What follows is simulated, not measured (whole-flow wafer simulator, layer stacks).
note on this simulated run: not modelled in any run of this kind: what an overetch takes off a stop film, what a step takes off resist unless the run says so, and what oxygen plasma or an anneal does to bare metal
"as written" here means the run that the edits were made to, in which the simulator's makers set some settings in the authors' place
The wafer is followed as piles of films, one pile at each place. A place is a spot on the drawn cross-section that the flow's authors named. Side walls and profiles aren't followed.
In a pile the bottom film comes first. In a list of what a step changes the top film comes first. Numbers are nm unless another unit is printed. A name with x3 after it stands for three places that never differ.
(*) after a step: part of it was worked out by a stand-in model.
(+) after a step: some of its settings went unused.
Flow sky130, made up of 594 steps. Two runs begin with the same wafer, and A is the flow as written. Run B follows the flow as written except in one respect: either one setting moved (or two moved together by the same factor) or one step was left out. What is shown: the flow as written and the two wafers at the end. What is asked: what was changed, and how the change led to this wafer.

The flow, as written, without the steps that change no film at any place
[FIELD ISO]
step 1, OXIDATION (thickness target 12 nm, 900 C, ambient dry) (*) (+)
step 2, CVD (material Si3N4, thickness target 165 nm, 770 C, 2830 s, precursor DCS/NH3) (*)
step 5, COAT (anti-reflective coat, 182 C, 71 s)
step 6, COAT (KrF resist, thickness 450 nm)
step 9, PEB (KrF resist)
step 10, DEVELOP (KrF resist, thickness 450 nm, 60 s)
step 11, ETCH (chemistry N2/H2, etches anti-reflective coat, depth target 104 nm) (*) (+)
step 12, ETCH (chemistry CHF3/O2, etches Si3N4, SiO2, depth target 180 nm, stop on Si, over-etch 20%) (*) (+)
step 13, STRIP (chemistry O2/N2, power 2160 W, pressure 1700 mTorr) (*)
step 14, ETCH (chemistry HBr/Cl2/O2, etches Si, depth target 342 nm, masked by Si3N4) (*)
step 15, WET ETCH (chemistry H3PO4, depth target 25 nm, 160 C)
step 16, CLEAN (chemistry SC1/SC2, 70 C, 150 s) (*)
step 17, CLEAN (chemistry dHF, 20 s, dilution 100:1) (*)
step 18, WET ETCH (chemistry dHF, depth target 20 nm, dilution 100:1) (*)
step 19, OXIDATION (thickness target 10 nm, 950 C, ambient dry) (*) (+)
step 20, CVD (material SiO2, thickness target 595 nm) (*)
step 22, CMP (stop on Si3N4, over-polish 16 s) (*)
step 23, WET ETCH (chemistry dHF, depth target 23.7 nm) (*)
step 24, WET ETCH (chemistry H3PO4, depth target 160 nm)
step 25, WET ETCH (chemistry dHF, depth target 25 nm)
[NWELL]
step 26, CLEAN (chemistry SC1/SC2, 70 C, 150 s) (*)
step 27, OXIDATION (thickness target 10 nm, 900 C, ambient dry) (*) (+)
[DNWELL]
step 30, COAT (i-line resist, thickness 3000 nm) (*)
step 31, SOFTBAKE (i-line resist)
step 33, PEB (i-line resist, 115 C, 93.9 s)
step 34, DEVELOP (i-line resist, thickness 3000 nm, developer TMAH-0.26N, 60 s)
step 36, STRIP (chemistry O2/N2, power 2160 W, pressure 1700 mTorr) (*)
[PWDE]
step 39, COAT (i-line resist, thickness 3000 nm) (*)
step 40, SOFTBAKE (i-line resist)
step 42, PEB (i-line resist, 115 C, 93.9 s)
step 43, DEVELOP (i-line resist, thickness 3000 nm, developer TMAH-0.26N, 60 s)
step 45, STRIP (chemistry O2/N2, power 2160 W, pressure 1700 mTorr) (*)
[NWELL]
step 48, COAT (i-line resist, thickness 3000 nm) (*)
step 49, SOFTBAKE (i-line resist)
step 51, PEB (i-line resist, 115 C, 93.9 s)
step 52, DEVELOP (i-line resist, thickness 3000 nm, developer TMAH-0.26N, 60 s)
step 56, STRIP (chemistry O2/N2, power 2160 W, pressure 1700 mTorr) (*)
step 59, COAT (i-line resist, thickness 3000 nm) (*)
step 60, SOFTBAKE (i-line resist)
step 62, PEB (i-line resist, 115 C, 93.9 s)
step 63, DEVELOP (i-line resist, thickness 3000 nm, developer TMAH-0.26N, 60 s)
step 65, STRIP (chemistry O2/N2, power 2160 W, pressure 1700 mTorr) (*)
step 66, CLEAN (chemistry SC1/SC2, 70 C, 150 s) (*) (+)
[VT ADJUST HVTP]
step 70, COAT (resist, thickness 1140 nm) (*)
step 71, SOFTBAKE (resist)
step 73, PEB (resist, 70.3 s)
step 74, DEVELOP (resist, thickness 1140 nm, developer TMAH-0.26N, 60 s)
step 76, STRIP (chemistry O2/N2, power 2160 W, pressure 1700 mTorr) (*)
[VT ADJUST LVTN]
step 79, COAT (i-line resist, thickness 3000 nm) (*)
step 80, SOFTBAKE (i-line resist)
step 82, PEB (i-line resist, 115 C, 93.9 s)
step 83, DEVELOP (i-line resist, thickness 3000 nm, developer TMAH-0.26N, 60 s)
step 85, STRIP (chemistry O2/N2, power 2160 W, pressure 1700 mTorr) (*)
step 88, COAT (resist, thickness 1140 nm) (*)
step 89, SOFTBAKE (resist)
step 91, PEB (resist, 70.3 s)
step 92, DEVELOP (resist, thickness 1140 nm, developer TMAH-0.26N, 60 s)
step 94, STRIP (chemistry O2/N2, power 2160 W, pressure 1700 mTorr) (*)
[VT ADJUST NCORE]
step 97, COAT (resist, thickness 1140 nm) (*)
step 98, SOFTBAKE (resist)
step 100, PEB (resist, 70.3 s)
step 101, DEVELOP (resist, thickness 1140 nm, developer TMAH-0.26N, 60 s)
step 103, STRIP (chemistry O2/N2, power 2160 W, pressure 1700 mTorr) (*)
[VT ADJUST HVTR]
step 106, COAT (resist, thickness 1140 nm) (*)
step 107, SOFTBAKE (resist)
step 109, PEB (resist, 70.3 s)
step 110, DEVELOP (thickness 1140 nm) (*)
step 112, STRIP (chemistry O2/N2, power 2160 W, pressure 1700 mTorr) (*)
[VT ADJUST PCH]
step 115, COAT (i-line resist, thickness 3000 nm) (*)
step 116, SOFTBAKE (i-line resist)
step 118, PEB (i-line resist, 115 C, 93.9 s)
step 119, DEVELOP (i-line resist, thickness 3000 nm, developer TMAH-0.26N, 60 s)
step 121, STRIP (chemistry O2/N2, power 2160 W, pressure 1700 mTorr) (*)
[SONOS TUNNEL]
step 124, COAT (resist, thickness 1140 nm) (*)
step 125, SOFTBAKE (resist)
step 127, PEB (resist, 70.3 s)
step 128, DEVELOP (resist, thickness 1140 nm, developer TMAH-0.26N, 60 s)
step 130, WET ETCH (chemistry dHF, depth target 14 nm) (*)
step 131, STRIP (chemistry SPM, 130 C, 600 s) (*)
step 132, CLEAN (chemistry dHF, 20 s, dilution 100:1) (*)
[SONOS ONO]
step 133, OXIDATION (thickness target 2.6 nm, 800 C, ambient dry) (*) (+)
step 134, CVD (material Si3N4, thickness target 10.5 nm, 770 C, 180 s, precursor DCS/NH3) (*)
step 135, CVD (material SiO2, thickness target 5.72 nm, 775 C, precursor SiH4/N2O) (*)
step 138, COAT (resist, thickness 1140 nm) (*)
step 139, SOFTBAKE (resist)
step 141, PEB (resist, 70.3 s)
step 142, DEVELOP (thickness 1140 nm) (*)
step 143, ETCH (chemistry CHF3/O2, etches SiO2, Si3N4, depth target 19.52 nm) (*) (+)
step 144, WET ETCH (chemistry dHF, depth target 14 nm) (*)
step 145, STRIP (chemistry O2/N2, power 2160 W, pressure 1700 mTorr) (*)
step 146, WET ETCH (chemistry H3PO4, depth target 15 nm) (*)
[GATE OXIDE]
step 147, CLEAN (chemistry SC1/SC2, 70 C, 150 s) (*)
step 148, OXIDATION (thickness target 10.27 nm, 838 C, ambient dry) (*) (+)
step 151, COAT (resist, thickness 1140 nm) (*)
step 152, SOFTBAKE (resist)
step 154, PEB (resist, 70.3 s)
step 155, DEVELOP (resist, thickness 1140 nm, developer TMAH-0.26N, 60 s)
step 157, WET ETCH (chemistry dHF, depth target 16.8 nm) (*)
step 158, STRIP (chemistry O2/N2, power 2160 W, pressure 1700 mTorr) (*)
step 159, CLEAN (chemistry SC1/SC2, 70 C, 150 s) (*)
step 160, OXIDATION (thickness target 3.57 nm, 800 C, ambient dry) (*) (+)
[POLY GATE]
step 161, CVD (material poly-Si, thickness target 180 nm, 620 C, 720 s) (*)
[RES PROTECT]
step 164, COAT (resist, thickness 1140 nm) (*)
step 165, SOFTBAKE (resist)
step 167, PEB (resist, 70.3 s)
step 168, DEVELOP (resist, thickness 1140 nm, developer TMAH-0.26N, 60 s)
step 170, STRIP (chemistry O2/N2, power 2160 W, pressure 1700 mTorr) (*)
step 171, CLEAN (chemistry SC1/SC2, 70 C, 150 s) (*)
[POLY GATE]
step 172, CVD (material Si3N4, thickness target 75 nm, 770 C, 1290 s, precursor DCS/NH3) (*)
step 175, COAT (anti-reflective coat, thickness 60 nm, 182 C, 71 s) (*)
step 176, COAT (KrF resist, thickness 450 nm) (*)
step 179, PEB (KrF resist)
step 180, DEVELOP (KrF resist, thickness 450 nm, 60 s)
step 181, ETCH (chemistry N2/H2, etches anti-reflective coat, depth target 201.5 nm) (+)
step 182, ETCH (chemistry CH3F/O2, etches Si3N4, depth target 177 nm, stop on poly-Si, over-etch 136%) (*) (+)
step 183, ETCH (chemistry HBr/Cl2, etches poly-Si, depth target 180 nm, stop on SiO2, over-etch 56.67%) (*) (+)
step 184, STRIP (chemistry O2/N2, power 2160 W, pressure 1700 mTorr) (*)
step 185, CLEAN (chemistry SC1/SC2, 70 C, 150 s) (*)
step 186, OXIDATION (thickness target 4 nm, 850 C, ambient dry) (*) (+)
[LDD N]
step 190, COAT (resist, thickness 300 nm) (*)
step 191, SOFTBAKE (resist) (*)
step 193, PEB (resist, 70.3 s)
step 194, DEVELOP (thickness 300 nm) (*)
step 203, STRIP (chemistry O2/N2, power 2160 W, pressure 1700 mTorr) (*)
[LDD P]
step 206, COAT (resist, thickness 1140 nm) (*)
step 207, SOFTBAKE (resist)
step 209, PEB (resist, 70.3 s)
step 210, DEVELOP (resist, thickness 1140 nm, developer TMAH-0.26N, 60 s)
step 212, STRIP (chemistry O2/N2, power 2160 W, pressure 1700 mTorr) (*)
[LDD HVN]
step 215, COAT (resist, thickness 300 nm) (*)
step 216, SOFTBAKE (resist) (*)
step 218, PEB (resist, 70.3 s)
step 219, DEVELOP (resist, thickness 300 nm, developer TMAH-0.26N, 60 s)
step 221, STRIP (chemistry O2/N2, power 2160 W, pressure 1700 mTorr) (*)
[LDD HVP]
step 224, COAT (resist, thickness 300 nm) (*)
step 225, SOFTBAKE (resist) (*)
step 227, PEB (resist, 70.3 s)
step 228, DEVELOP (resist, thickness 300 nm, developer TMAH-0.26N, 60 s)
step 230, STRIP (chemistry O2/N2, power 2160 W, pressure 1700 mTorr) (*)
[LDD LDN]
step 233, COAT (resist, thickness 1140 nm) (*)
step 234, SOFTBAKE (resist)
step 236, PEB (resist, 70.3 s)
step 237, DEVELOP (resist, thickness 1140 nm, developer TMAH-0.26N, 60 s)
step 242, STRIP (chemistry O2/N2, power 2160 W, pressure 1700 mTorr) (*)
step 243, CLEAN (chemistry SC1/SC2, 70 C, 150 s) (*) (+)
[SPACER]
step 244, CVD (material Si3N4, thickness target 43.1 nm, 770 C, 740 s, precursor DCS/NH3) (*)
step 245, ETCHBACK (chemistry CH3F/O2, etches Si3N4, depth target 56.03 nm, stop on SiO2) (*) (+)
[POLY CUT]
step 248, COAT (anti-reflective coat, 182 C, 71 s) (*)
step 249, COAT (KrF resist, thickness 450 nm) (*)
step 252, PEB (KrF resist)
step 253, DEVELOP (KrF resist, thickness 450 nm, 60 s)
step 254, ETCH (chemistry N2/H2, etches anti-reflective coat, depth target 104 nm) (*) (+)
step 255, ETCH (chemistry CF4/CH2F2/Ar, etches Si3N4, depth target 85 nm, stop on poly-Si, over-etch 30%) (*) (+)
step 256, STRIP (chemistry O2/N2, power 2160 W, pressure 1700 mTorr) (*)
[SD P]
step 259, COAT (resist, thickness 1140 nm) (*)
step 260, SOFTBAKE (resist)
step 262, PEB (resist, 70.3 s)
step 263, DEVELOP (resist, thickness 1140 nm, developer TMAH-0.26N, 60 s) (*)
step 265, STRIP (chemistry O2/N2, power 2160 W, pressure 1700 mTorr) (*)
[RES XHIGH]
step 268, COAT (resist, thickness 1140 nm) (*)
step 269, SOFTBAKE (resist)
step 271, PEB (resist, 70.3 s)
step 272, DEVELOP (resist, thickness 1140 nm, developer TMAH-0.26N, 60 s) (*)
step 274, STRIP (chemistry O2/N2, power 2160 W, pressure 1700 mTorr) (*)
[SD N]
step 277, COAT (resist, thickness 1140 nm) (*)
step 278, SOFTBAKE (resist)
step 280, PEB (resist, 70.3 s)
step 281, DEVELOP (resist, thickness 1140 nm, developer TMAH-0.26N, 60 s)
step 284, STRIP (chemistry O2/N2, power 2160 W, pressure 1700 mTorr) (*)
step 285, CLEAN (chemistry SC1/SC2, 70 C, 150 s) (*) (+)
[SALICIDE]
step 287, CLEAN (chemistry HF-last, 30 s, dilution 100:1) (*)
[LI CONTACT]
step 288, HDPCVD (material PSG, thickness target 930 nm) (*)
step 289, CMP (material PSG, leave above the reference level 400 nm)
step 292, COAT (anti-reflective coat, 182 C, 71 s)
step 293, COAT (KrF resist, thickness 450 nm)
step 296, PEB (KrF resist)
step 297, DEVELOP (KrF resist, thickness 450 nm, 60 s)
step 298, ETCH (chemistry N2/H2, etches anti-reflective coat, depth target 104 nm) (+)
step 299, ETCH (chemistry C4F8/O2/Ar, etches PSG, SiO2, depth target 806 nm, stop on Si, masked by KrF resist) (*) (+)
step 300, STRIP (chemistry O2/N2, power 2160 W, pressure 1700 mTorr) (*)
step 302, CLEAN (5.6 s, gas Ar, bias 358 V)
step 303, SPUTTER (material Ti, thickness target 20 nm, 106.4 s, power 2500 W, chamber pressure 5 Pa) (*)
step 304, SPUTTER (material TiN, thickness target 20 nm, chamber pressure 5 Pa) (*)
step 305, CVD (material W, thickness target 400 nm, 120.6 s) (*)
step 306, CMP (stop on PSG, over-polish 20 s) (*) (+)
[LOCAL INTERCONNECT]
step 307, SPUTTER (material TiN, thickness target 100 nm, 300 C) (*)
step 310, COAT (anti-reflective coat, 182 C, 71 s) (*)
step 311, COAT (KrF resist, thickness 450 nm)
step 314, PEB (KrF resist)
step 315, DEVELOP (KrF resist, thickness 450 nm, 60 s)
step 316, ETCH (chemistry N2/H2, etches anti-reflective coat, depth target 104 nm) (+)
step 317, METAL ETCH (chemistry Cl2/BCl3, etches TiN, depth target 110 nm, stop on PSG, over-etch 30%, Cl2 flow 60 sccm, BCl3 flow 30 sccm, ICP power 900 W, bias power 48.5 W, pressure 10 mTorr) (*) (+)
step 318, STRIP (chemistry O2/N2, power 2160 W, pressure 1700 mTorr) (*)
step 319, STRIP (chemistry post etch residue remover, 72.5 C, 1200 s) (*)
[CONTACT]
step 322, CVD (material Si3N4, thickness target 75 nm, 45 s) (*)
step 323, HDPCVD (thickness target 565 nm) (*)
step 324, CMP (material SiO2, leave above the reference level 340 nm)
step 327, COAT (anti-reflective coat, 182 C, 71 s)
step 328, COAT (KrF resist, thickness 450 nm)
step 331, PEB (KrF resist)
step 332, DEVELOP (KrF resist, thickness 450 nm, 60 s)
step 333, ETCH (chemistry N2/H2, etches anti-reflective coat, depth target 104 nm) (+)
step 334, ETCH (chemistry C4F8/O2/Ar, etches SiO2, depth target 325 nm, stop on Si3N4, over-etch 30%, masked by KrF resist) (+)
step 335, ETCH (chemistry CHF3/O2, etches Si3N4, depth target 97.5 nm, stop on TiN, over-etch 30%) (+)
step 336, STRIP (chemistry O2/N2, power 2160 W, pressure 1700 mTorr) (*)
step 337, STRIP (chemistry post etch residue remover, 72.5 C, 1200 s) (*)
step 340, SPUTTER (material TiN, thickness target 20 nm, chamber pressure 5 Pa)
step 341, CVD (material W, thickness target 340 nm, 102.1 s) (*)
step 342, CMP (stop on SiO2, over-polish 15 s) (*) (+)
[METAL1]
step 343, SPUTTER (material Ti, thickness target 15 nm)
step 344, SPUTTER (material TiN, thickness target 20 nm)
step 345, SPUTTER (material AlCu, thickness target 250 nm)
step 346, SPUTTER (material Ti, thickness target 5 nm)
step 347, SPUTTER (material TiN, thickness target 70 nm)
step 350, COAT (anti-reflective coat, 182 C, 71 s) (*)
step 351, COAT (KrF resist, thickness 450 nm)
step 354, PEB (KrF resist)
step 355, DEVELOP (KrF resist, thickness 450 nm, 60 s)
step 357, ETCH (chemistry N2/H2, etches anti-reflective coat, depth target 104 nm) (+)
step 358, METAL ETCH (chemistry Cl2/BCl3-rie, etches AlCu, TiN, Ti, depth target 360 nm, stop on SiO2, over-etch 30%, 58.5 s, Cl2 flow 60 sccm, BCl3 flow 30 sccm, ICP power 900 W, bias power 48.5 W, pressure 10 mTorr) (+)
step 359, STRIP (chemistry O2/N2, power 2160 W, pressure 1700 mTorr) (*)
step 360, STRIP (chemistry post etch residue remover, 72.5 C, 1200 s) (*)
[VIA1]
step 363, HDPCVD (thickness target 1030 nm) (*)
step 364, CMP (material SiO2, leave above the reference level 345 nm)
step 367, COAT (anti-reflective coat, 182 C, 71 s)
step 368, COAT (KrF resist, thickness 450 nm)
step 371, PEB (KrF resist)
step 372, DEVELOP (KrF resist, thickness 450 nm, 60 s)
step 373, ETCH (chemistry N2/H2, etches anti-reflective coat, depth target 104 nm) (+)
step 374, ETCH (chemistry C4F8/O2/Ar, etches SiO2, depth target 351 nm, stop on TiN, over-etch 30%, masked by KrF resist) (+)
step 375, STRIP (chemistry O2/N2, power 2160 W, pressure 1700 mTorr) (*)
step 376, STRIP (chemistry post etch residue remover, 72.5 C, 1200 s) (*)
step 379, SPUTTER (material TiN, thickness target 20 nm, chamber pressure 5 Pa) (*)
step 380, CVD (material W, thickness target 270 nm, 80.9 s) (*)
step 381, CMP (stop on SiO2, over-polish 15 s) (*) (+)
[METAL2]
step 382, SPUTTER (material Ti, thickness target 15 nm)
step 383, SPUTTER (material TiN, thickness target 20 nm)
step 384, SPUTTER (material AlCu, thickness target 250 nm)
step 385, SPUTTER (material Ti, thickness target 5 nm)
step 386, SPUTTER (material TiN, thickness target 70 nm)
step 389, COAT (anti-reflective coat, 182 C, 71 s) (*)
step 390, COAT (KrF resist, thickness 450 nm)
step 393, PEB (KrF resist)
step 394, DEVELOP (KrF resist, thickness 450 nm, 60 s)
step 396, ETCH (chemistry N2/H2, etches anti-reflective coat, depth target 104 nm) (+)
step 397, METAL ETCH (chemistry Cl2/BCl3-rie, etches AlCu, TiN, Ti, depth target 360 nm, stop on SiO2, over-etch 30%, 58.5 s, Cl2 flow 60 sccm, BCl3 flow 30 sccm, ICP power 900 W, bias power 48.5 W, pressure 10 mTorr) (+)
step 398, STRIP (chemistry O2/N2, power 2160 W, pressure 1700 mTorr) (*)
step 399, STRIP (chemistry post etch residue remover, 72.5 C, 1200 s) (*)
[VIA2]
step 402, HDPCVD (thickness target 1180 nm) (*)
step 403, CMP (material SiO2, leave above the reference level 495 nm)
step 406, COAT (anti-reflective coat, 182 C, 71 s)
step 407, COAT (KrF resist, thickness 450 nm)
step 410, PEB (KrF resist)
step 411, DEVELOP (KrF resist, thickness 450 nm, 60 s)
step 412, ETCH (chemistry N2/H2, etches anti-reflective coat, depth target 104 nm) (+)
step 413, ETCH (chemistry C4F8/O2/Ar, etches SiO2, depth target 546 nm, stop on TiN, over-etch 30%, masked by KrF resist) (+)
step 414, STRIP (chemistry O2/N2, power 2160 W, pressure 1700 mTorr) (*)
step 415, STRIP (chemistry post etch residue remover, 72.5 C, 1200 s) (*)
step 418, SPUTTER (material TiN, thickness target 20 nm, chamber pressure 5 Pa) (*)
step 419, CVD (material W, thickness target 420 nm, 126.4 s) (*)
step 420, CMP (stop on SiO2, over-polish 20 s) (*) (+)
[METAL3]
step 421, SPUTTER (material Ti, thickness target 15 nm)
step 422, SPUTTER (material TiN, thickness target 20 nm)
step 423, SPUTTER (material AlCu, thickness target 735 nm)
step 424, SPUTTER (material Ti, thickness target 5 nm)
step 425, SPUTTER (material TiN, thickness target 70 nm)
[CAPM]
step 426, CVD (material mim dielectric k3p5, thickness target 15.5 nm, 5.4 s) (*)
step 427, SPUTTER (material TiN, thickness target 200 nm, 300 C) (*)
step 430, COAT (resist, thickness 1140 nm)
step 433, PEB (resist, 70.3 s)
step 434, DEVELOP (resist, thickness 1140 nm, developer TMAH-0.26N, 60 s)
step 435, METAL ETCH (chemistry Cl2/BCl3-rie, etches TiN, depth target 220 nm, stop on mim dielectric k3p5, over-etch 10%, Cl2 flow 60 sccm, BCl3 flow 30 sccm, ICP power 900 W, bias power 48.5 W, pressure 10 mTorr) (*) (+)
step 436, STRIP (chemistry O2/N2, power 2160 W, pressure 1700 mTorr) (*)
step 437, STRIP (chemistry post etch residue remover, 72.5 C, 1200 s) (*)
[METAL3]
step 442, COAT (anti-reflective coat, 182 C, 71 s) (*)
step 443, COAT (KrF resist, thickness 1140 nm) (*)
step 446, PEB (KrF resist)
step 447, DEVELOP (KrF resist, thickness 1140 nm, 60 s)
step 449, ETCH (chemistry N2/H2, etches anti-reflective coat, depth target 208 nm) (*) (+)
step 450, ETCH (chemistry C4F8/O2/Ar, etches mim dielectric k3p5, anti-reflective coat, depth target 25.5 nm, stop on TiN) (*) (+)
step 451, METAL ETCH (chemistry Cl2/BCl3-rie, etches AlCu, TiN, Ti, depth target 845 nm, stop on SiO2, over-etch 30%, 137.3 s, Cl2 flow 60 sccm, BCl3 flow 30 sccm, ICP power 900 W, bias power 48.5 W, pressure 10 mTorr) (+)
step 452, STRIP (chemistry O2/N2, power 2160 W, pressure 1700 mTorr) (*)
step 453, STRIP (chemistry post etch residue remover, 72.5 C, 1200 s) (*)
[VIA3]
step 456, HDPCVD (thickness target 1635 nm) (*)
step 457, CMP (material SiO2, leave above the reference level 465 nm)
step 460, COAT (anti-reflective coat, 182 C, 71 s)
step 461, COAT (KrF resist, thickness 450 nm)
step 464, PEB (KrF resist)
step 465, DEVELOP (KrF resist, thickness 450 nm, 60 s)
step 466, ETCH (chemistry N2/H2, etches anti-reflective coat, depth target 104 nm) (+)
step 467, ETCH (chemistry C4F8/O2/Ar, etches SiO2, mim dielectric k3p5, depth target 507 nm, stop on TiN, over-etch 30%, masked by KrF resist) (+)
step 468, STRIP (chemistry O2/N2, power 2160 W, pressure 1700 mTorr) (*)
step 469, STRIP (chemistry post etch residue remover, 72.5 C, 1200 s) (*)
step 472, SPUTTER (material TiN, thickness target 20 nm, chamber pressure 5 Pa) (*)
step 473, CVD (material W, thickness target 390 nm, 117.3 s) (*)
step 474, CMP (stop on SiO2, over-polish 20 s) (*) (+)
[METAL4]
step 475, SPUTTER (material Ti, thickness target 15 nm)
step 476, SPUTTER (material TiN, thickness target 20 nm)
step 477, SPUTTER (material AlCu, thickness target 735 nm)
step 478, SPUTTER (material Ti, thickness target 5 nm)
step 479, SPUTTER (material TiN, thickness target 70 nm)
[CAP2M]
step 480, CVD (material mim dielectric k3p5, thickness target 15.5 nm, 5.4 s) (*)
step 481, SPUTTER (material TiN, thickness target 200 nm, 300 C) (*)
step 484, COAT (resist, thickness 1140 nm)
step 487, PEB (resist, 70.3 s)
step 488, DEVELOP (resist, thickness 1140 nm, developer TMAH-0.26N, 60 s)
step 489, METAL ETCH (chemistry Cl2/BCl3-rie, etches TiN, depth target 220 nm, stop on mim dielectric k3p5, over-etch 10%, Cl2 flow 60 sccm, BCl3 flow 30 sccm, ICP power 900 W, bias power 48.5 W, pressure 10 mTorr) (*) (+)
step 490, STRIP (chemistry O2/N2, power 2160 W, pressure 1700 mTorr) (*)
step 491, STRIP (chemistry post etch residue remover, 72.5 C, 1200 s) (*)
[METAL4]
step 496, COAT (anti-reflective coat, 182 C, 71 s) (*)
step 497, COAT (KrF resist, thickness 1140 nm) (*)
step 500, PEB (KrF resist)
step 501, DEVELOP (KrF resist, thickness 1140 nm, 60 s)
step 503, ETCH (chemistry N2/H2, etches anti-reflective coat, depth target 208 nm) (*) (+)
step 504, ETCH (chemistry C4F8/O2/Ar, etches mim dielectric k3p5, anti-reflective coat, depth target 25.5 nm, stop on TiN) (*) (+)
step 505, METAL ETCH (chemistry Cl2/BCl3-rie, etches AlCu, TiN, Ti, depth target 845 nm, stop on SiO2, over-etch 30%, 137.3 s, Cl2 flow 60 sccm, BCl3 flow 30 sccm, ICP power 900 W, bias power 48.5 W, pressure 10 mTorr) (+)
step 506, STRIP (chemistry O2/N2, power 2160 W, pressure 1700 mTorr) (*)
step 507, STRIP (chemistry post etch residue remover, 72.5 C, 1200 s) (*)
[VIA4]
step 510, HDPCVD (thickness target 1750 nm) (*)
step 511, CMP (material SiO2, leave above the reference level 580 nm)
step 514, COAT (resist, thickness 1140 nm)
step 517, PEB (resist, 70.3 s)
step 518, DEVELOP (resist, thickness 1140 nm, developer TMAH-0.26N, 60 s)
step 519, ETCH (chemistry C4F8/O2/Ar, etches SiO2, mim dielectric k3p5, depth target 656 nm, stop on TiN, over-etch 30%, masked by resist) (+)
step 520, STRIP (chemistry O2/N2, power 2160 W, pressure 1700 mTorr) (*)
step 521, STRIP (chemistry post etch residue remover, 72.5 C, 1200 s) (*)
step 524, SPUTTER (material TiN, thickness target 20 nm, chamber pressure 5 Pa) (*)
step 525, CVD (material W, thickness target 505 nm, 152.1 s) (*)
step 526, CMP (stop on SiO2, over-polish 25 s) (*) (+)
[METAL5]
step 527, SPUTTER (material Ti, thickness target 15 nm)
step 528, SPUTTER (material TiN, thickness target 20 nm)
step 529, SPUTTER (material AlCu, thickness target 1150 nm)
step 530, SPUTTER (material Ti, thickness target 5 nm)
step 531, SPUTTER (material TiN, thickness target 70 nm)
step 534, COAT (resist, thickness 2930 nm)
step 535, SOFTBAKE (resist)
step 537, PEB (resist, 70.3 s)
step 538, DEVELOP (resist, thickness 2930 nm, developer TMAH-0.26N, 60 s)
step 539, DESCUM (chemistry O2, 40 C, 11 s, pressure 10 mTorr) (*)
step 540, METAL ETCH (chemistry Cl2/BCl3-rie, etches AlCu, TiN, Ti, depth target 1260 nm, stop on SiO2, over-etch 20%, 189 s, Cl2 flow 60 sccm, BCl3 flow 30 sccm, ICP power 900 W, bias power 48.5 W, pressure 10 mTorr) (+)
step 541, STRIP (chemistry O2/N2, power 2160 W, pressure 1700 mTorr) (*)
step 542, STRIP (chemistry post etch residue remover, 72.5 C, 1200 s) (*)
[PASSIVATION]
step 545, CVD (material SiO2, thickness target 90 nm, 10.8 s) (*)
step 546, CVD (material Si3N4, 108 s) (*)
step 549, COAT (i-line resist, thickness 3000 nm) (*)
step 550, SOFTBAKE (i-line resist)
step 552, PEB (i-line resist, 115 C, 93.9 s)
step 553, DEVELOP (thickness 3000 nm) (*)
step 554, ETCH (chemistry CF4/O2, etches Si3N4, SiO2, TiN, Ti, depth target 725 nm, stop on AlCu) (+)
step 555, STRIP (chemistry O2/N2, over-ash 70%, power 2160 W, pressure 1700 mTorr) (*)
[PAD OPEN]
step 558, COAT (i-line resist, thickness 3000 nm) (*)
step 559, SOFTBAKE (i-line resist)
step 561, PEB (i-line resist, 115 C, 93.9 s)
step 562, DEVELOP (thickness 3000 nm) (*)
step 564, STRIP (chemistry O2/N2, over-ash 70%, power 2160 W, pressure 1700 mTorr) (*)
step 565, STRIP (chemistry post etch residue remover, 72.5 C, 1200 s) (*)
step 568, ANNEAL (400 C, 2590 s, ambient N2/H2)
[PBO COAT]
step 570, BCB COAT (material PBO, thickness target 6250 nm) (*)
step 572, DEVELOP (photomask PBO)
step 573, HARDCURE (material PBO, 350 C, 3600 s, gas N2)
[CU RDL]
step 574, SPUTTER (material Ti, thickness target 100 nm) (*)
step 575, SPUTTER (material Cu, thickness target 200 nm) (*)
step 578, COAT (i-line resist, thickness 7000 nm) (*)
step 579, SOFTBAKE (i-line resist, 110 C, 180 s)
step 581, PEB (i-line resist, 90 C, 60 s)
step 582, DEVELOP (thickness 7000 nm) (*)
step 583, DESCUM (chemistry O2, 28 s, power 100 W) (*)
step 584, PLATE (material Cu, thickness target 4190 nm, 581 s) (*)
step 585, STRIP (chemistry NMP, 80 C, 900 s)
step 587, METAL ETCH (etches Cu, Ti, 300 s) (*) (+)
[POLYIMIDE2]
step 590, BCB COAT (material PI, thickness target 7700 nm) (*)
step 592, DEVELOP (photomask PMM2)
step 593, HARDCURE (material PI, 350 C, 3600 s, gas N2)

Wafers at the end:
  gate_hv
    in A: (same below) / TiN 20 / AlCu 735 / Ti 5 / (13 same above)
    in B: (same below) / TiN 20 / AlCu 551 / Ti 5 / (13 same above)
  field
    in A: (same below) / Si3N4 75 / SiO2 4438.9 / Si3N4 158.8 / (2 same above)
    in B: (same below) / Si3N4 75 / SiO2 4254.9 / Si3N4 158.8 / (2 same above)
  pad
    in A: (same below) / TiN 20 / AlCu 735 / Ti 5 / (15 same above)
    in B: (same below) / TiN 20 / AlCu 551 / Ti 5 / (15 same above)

The reason: step 423, SPUTTER: thickness target 551 nm was run, whereas the flow has thickness target 735 nm.
One can read it off the wafer: gate_hv has AlCu 551, and step 423 as written asks for 735 nm.

The path from the change to this, step by step:
  step 423, SPUTTER (material AlCu, thickness target 735 nm)
      field, active, n_well and 188 more: A +735 AlCu (new film) | B +551 AlCu (new film)
  step 451, METAL ETCH (chemistry Cl2/BCl3-rie, etches AlCu, TiN, Ti, depth target 845 nm, stop on SiO2, over-etch 30%, 137.3 s, Cl2 flow 60 sccm, BCl3 flow 30 sccm, ICP power 900 W, bias power 48.5 W, pressure 10 mTorr) (+)
      field, gate, spacer and 68 more: A -70 TiN (all of it), -5 Ti (all of it), -735 AlCu (all of it), -20 TiN (all of it), -15 Ti (all of it), -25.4 SiO2 | B -70 TiN (all of it), -5 Ti (all of it), -551 AlCu (all of it), -20 TiN (all of it), -15 Ti (all of it), -43.8 SiO2
      active, vpp_ln, vpp_iso2 and 11 more: A -70 TiN (all of it), -5 Ti (all of it), -735 AlCu (all of it), -20 TiN (all of it), -15 Ti (all of it), -25.3 SiO2 | B -70 TiN (all of it), -5 Ti (all of it), -551 AlCu (all of it), -20 TiN (all of it), -15 Ti (all of it), -43.8 SiO2
  step 457, CMP (material SiO2, leave above the reference level 465 nm)
      field, active, gate and 82 more: A -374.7 SiO2 | B -540.2 SiO2
